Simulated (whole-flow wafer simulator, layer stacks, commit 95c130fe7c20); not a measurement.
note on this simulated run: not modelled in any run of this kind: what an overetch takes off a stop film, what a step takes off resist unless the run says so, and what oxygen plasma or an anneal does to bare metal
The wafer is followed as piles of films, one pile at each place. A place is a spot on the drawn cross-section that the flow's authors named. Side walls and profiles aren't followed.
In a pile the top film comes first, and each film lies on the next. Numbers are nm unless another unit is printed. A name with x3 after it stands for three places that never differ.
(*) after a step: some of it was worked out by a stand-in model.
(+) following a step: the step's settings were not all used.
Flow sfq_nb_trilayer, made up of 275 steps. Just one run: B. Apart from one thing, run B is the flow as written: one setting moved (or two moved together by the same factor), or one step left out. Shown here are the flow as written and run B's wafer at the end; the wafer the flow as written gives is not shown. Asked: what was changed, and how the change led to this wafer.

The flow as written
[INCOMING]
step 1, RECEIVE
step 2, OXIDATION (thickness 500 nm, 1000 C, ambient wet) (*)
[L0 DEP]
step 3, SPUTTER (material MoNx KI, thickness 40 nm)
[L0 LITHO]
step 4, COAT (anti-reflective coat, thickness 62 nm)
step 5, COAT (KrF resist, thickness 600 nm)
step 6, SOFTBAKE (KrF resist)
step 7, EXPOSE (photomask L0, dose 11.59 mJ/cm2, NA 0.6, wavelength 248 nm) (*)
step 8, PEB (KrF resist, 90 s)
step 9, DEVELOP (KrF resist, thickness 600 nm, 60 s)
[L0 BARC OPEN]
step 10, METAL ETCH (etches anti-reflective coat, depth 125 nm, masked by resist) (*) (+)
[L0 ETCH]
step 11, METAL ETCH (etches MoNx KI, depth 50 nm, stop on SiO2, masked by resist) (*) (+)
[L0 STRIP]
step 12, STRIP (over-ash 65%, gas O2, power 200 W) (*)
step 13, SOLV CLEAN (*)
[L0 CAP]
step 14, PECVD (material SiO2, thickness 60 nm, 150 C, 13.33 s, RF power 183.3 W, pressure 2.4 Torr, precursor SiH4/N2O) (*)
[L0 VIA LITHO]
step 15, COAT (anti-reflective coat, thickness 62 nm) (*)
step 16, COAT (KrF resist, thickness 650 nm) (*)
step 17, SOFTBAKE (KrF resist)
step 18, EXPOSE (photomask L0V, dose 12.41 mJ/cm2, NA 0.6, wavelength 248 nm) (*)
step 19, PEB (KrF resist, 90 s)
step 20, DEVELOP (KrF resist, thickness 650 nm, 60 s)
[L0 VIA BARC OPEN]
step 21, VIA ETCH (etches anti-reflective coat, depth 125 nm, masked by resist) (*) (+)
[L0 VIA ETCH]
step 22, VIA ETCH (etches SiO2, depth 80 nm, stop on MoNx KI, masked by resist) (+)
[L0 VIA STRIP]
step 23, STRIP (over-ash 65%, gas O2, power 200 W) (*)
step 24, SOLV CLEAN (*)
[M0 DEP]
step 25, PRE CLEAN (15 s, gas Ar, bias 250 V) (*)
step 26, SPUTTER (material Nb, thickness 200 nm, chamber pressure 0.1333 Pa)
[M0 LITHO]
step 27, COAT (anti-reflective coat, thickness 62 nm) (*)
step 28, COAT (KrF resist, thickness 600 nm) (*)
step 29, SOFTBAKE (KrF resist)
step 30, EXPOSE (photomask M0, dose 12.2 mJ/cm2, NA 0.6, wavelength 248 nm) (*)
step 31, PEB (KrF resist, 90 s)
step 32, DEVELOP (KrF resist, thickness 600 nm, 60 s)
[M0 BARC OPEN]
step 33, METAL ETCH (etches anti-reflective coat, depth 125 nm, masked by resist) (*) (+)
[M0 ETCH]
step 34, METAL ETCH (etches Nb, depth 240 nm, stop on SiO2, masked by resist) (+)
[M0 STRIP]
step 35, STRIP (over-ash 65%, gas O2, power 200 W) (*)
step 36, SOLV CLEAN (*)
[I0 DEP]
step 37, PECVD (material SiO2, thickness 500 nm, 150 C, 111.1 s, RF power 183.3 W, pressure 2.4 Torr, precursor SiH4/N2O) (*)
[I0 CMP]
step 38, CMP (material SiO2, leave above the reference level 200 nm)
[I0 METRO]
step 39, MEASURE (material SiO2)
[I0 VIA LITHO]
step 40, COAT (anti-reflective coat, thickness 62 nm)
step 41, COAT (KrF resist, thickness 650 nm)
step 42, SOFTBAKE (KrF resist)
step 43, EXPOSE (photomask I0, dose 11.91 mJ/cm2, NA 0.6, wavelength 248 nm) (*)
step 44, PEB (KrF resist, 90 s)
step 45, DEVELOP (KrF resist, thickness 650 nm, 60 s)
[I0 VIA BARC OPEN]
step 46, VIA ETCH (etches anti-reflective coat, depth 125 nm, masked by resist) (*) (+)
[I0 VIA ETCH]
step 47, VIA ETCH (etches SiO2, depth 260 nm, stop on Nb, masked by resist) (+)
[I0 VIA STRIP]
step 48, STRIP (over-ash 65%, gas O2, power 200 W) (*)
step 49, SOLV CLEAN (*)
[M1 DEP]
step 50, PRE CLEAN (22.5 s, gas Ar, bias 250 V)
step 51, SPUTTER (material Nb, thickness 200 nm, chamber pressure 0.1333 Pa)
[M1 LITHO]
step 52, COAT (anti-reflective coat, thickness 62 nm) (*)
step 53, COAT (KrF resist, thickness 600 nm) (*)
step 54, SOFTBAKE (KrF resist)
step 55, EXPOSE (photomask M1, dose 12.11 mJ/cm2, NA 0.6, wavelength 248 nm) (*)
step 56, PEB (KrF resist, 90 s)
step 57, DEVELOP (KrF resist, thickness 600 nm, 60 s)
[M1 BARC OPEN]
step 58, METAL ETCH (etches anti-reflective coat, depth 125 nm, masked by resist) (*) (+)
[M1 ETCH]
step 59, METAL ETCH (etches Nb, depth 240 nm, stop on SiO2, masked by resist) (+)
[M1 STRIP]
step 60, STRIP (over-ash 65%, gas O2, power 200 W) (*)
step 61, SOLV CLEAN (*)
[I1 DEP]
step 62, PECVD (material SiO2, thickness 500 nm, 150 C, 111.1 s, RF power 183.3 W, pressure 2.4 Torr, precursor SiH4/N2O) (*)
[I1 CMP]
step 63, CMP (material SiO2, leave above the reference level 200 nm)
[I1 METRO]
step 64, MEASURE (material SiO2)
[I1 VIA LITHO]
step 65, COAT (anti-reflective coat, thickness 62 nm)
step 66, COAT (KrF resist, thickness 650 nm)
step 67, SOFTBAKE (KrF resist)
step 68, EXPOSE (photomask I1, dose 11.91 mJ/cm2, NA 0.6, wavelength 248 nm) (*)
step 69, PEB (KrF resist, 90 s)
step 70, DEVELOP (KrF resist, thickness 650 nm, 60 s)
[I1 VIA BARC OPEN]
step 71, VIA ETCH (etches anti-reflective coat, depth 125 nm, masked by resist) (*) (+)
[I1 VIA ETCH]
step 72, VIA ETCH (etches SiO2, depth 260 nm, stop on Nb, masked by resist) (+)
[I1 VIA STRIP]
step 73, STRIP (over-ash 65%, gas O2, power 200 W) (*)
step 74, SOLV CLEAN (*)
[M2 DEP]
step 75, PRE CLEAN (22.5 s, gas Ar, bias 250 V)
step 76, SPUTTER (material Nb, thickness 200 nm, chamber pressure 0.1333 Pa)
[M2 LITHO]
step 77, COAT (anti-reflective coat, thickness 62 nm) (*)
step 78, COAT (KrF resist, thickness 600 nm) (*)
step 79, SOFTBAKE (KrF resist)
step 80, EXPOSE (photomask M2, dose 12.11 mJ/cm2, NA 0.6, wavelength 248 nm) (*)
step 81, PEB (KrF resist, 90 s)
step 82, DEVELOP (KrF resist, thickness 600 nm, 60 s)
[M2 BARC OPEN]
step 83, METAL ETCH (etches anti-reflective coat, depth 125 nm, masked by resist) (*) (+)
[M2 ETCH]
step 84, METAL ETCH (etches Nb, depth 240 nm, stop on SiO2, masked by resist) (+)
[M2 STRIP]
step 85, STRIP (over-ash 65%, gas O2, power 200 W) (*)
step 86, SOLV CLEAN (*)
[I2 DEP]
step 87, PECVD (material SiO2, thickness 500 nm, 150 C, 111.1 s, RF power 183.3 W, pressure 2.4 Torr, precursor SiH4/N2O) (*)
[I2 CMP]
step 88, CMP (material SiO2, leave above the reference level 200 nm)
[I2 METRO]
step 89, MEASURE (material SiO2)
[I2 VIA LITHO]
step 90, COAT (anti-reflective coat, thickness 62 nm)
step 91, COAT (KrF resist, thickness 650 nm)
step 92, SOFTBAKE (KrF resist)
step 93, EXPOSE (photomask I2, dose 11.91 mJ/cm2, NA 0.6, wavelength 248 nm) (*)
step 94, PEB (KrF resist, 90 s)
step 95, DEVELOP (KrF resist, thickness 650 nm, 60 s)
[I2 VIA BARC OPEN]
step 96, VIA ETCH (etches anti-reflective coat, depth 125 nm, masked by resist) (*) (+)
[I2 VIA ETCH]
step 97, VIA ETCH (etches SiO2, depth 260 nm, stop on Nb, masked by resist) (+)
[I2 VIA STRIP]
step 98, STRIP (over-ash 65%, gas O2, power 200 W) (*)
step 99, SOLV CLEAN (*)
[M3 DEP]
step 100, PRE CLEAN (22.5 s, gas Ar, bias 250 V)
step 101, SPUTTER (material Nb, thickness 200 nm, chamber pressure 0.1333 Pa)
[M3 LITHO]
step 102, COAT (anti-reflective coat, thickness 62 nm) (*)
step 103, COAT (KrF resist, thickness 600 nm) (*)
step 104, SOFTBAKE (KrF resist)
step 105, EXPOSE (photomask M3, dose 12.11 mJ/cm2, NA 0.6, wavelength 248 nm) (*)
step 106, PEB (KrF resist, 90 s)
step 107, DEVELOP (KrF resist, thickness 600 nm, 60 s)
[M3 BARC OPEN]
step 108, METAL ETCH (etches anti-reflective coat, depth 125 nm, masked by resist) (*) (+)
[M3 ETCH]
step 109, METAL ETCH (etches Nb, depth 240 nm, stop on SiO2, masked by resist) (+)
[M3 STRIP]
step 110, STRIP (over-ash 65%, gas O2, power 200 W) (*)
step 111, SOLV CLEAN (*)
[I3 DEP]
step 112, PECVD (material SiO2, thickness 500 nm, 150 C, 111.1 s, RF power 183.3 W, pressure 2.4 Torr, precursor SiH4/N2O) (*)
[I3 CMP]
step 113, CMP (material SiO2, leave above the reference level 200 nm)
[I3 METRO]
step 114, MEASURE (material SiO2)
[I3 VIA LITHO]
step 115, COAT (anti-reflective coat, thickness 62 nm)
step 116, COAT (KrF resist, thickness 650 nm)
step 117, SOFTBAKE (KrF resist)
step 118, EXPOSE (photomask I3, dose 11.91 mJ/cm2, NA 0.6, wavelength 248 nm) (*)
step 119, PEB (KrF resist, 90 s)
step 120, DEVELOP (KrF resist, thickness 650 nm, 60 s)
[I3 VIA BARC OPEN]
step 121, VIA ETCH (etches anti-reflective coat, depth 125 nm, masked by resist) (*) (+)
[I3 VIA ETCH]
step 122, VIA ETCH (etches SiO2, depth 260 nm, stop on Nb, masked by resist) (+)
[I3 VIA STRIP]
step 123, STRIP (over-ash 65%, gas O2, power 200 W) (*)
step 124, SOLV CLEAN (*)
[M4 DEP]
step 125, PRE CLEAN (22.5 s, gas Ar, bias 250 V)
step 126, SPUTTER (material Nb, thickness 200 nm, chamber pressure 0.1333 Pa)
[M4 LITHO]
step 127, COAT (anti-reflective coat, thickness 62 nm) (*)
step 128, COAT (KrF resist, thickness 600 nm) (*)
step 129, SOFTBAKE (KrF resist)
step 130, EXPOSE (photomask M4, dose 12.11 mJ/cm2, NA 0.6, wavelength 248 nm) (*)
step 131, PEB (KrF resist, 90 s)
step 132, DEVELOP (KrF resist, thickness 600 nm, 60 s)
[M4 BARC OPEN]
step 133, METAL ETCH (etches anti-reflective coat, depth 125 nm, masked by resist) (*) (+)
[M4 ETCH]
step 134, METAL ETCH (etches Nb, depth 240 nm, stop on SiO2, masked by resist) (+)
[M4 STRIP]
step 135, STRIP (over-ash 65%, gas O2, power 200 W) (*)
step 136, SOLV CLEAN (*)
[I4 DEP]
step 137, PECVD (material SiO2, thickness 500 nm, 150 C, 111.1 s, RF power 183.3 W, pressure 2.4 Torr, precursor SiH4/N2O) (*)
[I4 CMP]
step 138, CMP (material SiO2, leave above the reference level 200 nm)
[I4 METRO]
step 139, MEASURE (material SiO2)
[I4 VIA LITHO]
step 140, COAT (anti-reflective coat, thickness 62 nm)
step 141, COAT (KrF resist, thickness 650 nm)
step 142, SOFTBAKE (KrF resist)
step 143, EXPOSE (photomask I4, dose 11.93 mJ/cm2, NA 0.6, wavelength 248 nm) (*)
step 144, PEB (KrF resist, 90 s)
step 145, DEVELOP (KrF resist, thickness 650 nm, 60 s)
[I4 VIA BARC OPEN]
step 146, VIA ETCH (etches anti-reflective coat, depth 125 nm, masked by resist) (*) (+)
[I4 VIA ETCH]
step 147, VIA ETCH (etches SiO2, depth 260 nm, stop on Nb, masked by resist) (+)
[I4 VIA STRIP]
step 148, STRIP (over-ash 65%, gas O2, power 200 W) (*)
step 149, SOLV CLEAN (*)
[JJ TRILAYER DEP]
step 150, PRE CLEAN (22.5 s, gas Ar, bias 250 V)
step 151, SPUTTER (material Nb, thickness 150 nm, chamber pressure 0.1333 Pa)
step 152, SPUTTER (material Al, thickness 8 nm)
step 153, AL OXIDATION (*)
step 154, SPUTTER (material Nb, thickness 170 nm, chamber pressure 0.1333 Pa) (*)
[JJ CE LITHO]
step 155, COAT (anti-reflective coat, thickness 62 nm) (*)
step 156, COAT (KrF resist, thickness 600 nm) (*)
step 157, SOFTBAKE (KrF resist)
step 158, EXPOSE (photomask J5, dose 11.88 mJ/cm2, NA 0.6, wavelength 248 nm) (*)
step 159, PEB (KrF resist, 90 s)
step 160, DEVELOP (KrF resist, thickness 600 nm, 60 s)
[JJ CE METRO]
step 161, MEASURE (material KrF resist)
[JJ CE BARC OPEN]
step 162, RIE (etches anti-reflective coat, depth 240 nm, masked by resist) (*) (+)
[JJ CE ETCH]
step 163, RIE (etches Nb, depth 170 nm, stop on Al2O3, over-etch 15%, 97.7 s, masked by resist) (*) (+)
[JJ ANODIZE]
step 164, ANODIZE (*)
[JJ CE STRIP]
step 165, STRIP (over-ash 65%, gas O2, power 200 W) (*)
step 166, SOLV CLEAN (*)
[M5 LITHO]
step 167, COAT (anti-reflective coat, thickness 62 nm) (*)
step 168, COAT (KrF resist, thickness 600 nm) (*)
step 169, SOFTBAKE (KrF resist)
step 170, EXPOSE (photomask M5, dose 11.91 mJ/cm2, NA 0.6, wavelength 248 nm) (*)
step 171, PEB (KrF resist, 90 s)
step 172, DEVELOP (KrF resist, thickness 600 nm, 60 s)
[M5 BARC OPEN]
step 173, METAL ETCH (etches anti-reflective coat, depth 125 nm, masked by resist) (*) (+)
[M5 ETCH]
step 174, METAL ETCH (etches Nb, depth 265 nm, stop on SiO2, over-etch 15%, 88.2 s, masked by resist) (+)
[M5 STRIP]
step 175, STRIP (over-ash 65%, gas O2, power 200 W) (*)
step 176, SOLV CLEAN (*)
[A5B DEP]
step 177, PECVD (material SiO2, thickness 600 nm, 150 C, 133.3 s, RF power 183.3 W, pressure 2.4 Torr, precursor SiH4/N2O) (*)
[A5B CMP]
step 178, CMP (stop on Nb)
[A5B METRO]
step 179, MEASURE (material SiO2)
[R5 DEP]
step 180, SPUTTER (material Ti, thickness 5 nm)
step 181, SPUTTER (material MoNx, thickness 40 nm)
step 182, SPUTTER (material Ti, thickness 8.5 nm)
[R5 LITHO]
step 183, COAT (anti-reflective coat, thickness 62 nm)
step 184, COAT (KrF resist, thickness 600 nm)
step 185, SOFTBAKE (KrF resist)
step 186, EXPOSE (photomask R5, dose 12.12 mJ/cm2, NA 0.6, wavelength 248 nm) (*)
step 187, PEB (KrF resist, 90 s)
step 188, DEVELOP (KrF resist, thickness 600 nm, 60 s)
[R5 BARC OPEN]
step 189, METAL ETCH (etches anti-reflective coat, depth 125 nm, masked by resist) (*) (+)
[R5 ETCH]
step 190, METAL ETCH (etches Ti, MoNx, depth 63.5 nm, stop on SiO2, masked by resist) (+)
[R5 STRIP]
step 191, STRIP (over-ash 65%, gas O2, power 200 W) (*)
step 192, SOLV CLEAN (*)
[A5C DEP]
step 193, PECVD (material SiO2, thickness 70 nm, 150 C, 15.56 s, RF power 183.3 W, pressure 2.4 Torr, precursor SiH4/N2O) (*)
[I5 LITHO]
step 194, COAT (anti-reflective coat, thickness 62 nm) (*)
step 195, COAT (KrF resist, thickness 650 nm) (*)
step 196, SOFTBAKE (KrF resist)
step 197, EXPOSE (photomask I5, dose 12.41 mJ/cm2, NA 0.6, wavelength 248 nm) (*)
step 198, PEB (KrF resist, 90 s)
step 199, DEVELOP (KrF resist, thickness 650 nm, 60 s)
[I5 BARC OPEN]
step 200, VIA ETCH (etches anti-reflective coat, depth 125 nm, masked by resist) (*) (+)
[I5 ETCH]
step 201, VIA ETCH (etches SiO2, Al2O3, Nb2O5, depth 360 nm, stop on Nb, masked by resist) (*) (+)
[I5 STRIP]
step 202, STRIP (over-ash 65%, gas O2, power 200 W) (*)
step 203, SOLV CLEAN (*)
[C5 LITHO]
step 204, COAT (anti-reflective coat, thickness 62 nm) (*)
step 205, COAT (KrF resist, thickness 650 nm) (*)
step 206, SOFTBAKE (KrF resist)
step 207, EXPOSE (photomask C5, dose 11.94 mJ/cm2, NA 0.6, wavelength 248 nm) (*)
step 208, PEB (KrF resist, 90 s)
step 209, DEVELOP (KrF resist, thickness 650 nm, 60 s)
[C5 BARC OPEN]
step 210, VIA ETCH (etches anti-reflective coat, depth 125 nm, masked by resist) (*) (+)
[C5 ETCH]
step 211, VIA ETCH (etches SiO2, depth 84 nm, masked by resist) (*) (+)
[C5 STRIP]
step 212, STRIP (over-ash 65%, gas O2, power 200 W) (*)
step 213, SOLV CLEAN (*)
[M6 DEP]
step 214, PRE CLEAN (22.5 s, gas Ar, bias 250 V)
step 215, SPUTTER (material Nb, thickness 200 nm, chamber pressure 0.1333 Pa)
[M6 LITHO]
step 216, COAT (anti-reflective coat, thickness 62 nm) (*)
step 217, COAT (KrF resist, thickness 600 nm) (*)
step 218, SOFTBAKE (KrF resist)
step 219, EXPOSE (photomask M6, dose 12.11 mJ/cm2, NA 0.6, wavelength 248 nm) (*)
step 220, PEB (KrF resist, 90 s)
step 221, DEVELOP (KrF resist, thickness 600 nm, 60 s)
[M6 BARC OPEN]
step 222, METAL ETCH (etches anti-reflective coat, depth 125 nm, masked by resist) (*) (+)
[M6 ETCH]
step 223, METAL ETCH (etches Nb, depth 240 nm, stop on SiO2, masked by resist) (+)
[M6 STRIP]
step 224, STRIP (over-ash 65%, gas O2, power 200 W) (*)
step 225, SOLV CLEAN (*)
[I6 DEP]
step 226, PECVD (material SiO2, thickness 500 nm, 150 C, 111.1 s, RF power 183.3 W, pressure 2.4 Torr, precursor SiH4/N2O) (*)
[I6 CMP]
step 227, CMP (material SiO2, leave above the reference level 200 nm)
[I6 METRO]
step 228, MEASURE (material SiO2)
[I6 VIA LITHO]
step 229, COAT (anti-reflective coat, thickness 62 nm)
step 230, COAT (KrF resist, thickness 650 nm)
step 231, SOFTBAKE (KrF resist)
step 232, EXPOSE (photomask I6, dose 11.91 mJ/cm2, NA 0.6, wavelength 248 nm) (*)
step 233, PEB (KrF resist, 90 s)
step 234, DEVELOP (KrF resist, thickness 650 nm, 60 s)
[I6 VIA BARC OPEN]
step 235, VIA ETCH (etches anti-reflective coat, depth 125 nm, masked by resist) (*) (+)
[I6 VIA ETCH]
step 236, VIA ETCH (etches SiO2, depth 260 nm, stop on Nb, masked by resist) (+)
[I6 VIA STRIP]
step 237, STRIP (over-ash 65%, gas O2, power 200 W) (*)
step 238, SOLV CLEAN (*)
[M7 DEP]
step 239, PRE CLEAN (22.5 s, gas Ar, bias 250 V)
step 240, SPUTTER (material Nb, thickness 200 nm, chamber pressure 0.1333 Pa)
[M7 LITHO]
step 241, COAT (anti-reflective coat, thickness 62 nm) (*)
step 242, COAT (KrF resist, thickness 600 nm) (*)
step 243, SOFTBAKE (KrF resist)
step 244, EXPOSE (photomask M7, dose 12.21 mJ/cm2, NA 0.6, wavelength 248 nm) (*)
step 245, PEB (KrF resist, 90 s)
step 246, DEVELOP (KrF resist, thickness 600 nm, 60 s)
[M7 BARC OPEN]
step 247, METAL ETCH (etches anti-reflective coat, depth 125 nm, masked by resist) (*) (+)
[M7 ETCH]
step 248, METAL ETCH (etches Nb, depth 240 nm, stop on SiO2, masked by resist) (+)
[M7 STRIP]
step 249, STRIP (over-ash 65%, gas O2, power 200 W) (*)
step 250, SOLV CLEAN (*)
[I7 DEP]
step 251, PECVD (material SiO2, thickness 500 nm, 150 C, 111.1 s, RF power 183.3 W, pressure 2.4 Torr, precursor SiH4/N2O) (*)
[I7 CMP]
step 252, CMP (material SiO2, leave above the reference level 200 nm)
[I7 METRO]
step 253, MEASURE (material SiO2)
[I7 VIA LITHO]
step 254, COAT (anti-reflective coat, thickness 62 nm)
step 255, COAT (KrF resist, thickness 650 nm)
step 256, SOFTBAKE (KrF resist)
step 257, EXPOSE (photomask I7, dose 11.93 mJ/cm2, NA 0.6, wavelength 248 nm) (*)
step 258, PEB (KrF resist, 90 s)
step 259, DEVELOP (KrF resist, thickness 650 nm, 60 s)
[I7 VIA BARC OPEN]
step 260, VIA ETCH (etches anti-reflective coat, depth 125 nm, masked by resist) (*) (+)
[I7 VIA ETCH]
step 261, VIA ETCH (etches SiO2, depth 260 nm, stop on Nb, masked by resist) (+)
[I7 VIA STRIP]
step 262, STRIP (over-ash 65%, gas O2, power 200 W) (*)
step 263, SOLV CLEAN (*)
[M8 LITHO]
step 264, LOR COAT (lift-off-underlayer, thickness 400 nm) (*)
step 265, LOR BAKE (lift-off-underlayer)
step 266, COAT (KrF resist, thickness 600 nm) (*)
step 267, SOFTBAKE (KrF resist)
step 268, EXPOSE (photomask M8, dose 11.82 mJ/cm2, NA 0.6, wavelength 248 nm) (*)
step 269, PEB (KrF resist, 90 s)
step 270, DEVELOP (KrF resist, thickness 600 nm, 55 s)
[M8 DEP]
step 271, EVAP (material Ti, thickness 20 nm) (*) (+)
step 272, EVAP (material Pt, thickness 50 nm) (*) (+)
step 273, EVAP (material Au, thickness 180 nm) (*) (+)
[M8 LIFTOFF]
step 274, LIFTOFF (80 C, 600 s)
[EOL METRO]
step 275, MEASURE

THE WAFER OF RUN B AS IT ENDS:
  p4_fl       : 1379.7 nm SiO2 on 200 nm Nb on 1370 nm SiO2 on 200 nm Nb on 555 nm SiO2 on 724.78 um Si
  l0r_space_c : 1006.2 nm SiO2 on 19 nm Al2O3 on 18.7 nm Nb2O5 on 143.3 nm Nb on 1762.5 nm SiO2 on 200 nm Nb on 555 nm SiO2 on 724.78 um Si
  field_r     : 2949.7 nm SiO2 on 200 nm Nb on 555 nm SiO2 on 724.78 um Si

What caused this: step 152, SPUTTER: thickness 11.8 nm was run, while the flow as written has thickness 8 nm.

Step by step, how the change led to this:
  step 152, SPUTTER (material Al, thickness 8 nm)
      field_l, v_sur, via_sp and 100 more: Al gains 11.8 (new film) (as written it would have been: Al gains 8 (new film))
      via_wl, via_wr: Al gains 7.58 (new film) (as written it would have been: Al gains 5.14 (new film))
      (also at 1 further place)
  step 164, ANODIZE (*)
      field_l, v_sur, via_sp and 96 more: Al2O3 gains 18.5, Nb2O5 gains 18.7 (new film), Al loses 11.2 (all of it), Nb loses 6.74 (as written it would have been: Al2O3 gains 12.2, Nb2O5 gains 29.9 (new film), Al loses 7.42 (all of it), Nb loses 10.8)
      via_wl, via_wr: Al2O3 gains 11.5 (new film), Nb2O5 gains 32 (new film), Al loses 7 (all of it), Nb loses 11.5 (as written it would have been: Al2O3 gains 7.52 (new film), Nb2O5 gains 39.2 (new film), Al loses 4.56 (all of it), Nb loses 14.1)
      (also at 1 further place)
  step 167, COAT (anti-reflective coat, thickness 62 nm) (*)
      ce_l: anti-reflective coat gains 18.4 (new film) (as written it would have been: anti-reflective coat gains 19.6 (new film))
      ce_r: anti-reflective coat gains 18.4 (new film) (as written it would have been: anti-reflective coat gains 19.7 (new film))
  step 174, METAL ETCH (etches Nb, depth 265 nm, stop on SiO2, over-etch 15%, 88.2 s, masked by resist) (+)
      field_l, r_sur, res and 50 more: Al2O3 loses 18.9 (all of it), Nb2O5 loses 18.7 (all of it), Nb loses 143.3 (all of it), SiO2 loses 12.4 (as written it would have been: Al2O3 loses 12.6 (all of it), Nb2O5 loses 29.9 (all of it), Nb loses 139.2 (all of it), SiO2 loses 12.3)
  step 175, STRIP (over-ash 65%, gas O2, power 200 W) (*)
      ce_l: KrF resist loses 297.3 (all of it), anti-reflective coat loses 18.4 (all of it) (as written it would have been: KrF resist loses 299.6 (all of it), anti-reflective coat loses 19.6 (all of it))
      ce_r: KrF resist loses 297.6 (all of it), anti-reflective coat loses 18.4 (all of it) (as written it would have been: KrF resist loses 299.9 (all of it), anti-reflective coat loses 19.7 (all of it))
  step 201, VIA ETCH (etches SiO2, Al2O3, Nb2O5, depth 360 nm, stop on Nb, masked by resist) (*) (+)
      be: SiO2 loses 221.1 (all of it), Al2O3 loses 19 (all of it), Nb2O5 loses 18.7 (all of it) (as written it would have been: SiO2 loses 216.4 (all of it), Al2O3 loses 12.7 (all of it), Nb2O5 loses 29.9 (all of it))
